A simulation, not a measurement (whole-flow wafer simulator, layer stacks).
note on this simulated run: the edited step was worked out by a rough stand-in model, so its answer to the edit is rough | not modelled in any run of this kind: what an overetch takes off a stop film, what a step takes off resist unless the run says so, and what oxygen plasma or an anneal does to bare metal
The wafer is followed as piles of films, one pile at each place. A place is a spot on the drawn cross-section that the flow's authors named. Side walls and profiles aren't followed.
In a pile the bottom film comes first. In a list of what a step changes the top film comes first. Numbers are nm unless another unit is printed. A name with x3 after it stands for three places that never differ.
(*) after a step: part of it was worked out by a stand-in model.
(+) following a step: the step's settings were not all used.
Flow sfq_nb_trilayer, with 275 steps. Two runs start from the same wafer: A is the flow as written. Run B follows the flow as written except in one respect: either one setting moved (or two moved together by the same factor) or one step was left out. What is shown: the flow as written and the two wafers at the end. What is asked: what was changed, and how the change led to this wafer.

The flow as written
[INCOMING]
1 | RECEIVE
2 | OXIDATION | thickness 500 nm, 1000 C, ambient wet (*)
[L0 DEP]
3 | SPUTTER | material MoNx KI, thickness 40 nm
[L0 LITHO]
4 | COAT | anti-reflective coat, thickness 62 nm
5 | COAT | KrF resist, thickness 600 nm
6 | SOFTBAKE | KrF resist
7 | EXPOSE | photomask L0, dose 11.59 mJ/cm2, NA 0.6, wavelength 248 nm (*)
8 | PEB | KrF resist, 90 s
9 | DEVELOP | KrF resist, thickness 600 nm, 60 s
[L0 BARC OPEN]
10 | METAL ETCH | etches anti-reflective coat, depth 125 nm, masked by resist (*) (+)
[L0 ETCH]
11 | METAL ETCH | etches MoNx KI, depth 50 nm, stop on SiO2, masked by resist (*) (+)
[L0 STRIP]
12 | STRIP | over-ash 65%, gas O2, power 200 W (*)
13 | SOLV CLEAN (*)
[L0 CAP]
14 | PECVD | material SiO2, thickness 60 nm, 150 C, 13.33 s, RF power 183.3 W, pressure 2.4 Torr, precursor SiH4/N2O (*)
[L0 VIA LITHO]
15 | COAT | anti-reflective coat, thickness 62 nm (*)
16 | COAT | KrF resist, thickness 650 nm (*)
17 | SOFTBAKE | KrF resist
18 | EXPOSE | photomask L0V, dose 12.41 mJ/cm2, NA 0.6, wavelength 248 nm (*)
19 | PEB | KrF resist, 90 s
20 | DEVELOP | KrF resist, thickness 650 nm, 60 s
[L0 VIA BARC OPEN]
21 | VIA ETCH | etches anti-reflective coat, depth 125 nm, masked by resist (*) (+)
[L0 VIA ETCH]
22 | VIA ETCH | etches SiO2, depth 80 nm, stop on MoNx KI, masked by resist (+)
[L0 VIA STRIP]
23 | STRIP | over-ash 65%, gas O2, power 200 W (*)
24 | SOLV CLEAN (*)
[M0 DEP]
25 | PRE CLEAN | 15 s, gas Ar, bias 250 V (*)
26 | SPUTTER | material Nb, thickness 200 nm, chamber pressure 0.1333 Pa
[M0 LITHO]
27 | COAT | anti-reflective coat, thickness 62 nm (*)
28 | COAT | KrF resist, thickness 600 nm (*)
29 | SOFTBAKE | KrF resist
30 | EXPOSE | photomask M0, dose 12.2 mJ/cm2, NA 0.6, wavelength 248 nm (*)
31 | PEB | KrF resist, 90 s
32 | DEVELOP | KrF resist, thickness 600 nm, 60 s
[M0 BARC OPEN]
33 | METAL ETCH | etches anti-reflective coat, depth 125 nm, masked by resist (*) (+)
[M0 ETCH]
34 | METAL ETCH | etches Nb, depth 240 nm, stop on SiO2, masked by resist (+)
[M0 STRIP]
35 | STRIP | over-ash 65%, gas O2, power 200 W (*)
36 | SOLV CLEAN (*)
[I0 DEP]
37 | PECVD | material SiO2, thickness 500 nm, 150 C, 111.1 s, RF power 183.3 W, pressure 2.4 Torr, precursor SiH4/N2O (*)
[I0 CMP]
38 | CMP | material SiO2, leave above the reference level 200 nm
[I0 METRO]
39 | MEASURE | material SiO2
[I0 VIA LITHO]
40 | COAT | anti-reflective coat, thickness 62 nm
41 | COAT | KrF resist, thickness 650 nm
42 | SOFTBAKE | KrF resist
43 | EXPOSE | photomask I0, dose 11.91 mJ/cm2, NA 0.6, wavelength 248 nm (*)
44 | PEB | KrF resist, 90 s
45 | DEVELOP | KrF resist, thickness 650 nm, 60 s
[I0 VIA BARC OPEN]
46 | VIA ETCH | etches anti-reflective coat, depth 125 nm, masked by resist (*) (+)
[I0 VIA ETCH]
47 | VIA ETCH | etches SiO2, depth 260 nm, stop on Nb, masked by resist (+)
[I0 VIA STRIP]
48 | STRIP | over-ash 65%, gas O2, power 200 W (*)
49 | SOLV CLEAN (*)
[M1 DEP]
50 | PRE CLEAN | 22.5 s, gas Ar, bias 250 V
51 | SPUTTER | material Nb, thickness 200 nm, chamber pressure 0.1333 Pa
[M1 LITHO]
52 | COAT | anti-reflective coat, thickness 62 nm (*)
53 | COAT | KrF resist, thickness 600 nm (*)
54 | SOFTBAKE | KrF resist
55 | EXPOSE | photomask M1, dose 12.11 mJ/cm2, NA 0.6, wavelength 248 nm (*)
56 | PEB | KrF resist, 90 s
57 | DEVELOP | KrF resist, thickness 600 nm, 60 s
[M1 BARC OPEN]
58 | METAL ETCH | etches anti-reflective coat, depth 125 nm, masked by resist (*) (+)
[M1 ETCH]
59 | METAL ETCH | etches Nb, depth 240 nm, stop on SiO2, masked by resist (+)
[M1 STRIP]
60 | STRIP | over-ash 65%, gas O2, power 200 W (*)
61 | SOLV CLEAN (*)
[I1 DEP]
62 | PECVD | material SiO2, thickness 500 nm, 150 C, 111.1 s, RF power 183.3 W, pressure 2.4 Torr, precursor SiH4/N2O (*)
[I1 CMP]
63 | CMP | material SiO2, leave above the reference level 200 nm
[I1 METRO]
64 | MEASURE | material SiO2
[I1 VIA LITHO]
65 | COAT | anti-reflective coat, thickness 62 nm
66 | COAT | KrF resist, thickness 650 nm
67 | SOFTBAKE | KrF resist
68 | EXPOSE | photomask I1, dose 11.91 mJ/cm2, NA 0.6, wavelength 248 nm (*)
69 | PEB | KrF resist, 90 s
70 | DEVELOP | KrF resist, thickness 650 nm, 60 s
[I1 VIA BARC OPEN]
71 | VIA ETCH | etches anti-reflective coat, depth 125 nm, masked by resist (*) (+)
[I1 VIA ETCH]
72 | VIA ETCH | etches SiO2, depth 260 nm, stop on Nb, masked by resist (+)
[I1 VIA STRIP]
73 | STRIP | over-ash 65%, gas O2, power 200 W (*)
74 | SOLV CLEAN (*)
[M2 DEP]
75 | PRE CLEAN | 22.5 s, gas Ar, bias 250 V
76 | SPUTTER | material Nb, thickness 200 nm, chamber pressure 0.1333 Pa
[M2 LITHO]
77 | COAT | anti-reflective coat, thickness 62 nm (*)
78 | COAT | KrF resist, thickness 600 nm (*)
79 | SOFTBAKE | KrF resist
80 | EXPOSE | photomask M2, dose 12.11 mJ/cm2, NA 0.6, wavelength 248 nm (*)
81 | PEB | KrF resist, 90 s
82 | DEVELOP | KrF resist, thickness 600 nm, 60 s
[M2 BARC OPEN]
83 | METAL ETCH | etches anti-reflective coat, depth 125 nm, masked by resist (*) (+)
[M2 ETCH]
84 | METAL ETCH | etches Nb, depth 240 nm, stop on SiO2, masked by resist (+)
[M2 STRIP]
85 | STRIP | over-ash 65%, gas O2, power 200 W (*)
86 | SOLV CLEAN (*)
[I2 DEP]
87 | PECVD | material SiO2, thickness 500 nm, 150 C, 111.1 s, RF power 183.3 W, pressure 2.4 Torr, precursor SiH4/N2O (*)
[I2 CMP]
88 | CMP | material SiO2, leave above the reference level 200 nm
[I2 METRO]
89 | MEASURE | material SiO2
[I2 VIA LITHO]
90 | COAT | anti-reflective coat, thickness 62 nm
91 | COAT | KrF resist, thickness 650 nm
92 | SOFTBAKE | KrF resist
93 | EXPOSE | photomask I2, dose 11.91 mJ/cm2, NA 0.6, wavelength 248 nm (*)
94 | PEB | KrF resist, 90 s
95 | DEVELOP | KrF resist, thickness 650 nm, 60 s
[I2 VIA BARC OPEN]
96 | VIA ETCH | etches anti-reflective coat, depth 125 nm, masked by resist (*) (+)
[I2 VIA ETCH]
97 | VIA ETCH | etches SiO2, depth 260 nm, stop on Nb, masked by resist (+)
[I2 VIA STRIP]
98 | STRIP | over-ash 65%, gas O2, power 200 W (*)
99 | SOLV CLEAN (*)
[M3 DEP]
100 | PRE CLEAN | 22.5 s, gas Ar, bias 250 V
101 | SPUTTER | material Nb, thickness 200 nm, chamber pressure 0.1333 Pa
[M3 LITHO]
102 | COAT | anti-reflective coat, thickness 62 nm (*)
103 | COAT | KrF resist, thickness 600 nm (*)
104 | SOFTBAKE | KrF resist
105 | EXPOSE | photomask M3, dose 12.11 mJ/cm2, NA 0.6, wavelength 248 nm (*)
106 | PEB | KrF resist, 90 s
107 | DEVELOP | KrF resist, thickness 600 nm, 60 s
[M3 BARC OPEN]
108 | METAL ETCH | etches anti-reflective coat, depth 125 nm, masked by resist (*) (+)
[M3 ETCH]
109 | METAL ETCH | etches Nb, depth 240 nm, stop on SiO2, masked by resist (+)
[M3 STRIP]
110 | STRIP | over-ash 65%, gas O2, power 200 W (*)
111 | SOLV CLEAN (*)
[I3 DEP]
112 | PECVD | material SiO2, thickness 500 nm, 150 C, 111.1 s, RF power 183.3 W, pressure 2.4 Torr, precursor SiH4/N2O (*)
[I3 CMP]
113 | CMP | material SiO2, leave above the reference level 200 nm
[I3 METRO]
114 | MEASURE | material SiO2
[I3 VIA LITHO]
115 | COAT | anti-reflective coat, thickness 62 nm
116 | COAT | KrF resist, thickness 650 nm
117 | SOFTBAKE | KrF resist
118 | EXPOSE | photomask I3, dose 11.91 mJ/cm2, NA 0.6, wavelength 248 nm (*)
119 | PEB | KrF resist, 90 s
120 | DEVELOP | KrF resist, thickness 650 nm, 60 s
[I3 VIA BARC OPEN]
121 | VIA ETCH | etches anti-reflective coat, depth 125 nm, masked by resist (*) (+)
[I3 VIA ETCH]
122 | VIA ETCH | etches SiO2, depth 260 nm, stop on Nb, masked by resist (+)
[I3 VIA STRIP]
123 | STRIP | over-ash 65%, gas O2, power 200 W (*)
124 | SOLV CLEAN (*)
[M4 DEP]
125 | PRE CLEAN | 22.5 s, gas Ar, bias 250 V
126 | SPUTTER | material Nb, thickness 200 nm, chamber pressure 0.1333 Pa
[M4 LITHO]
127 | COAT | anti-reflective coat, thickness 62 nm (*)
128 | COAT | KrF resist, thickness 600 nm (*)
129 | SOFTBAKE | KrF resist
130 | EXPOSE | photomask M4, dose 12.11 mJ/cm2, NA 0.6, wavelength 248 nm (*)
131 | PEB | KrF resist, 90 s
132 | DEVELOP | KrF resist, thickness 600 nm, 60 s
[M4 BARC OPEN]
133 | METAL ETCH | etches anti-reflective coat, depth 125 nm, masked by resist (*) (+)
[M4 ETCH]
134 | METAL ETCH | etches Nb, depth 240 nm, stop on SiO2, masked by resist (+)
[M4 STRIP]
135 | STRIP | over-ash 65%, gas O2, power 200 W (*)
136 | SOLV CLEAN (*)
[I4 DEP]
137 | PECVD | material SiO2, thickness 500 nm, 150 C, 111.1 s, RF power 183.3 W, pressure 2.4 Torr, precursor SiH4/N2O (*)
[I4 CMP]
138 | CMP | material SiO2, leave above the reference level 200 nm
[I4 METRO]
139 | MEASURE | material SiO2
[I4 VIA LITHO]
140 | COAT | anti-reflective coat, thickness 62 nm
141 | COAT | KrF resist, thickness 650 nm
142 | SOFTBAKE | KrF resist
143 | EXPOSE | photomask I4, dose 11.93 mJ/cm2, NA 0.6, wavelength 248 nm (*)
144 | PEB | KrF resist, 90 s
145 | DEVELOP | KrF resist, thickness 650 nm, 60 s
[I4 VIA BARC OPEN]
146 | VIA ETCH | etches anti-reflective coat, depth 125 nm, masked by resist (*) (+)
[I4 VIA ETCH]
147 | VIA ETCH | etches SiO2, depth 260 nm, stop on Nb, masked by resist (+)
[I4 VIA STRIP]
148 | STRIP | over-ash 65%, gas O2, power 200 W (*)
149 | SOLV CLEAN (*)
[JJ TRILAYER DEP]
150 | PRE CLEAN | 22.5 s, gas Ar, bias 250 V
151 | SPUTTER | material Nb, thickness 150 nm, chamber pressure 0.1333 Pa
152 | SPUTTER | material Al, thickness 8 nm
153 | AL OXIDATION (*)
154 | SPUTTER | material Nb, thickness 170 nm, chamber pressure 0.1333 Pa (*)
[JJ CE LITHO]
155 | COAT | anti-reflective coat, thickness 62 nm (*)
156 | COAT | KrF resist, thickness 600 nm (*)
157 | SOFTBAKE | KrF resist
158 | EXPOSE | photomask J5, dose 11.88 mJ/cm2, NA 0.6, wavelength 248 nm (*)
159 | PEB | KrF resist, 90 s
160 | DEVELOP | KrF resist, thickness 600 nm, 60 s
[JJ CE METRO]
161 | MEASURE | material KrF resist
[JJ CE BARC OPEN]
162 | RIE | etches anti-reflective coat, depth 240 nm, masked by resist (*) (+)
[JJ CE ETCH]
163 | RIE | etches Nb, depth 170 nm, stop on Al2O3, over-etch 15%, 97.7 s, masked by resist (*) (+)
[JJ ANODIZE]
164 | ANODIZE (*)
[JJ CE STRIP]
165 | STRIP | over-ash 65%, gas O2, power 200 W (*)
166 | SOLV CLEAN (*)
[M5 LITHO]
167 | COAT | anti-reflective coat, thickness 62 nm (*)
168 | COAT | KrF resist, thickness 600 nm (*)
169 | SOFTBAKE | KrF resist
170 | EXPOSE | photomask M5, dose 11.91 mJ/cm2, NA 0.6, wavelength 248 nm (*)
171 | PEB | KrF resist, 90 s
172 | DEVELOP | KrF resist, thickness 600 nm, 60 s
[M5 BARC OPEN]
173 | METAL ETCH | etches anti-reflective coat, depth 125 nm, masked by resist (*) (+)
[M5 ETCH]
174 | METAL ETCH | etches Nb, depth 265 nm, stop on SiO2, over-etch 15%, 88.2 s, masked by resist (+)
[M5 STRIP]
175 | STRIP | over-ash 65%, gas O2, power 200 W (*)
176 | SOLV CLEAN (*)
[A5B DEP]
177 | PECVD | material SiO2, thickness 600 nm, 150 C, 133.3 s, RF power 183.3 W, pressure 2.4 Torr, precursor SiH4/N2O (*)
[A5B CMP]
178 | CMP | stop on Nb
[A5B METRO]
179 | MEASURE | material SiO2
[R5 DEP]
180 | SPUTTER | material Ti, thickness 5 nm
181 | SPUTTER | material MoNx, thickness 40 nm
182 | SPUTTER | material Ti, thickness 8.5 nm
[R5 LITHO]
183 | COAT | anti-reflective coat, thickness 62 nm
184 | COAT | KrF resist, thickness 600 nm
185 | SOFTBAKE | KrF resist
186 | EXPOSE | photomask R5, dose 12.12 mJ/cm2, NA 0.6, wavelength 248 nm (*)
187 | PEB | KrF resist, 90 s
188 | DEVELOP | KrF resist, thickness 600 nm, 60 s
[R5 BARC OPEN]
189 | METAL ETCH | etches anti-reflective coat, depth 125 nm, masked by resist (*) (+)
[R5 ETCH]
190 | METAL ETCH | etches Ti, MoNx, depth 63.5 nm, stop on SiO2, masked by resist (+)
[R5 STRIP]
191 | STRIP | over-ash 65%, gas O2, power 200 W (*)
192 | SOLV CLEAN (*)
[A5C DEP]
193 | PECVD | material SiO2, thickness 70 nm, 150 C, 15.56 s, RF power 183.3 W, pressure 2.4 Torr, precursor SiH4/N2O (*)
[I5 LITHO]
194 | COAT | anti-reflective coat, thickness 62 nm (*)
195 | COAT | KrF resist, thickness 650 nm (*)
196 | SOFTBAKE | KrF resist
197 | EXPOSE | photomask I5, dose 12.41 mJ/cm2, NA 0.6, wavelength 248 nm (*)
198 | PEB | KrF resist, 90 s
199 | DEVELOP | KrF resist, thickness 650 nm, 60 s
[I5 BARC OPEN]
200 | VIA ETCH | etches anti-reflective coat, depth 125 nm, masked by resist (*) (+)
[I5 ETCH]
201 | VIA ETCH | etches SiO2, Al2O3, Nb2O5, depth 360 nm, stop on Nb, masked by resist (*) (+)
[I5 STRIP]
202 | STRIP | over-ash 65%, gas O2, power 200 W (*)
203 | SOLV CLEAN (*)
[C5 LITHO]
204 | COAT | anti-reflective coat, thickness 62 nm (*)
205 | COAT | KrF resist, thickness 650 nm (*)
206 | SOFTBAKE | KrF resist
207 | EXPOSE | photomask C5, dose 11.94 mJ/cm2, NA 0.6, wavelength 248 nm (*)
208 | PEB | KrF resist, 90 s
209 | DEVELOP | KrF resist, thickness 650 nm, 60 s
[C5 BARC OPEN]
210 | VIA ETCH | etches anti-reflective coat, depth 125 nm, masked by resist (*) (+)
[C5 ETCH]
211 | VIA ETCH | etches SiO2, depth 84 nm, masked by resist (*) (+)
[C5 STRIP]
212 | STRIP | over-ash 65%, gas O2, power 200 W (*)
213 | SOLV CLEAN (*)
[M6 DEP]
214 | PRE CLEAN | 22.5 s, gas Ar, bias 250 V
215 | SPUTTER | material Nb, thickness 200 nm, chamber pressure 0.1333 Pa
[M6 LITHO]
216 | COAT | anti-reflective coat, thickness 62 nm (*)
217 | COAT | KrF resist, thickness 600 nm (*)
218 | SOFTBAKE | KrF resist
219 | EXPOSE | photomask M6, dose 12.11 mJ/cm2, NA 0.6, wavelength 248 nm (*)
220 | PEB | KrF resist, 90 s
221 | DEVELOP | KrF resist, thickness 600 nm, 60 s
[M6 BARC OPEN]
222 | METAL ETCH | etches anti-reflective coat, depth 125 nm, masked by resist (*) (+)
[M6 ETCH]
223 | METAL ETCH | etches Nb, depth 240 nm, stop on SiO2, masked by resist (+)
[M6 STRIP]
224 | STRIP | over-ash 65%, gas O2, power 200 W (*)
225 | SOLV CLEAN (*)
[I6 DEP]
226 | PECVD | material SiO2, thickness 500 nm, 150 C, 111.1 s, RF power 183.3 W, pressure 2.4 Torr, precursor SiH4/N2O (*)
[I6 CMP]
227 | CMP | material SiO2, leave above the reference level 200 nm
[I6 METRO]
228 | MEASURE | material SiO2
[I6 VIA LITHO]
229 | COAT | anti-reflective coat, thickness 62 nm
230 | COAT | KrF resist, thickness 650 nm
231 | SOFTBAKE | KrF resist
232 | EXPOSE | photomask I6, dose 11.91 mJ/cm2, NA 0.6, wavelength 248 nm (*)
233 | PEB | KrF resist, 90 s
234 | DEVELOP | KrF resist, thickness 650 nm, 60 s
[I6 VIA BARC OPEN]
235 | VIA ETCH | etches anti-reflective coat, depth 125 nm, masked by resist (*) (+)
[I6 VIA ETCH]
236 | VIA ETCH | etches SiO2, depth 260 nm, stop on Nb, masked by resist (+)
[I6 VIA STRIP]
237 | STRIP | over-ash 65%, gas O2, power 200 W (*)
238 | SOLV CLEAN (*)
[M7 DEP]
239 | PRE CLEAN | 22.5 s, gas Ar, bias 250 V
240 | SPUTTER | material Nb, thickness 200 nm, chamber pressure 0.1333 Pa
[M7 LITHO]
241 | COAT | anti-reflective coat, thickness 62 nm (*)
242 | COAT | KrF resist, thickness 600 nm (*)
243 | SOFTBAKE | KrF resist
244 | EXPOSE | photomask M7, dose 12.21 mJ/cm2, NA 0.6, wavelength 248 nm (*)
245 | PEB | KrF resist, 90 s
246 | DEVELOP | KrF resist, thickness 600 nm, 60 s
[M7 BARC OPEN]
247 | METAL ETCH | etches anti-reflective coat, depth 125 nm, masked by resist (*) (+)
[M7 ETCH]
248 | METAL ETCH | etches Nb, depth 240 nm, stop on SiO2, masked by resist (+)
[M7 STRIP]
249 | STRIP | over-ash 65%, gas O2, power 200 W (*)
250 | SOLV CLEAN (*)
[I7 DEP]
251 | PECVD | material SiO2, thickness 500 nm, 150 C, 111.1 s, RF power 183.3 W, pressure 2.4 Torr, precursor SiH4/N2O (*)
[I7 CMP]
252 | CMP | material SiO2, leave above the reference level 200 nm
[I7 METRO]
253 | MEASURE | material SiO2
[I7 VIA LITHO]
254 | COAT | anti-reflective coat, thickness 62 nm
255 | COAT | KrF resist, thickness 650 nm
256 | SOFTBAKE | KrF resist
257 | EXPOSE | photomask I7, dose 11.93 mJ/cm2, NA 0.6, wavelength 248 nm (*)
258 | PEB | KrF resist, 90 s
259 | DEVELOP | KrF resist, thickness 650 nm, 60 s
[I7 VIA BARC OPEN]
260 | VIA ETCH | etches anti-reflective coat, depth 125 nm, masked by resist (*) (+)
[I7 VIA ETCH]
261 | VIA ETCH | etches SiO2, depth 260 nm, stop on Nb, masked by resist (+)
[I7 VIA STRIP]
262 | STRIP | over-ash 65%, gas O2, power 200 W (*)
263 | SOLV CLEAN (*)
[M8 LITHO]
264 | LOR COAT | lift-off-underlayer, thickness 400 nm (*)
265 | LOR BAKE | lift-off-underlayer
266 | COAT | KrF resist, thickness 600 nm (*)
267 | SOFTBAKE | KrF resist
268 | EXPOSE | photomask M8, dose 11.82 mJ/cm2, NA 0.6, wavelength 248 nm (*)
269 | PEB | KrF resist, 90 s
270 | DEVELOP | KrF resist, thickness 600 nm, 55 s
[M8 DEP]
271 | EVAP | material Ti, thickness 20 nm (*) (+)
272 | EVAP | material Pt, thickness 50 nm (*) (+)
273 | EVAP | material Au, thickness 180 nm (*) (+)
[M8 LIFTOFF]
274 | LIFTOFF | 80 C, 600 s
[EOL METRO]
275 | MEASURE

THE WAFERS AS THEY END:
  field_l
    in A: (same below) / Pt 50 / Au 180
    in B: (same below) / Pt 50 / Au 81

The reason: step 273, EVAP: thickness 81 nm was run, whereas the flow has thickness 180 nm.
The wafer itself shows it: field_l has Au 81, and step 273 as written asks for 180 nm.

How this came from the change, step by step:
  273 | EVAP | material Au, thickness 180 nm (*) (+)
      field_l, v_sur, via_wl and 103 more: A +180 Au (new film) | B +81 Au (new film)
  274 | LIFTOFF | 80 C, 600 s
      p4_fl, p4_fm, p4_w1 and 71 more: A -180 Au (all of it), -50 Pt (all of it), -20 Ti (all of it), -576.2 KrF resist (all of it), -400 lift-off-underlayer (all of it) | B -81 Au (all of it), -50 Pt (all of it), -20 Ti (all of it), -576.2 KrF resist (all of it), -400 lift-off-underlayer (all of it)
      c5j, ce_r: A -180 Au (all of it), -50 Pt (all of it), -20 Ti (all of it), -573.3 KrF resist (all of it), -399.3 lift-off-underlayer (all of it) | B -81 Au (all of it), -50 Pt (all of it), -20 Ti (all of it), -573.3 KrF resist (all of it), -399.3 lift-off-underlayer (all of it)
      (as well as at 19 more places)
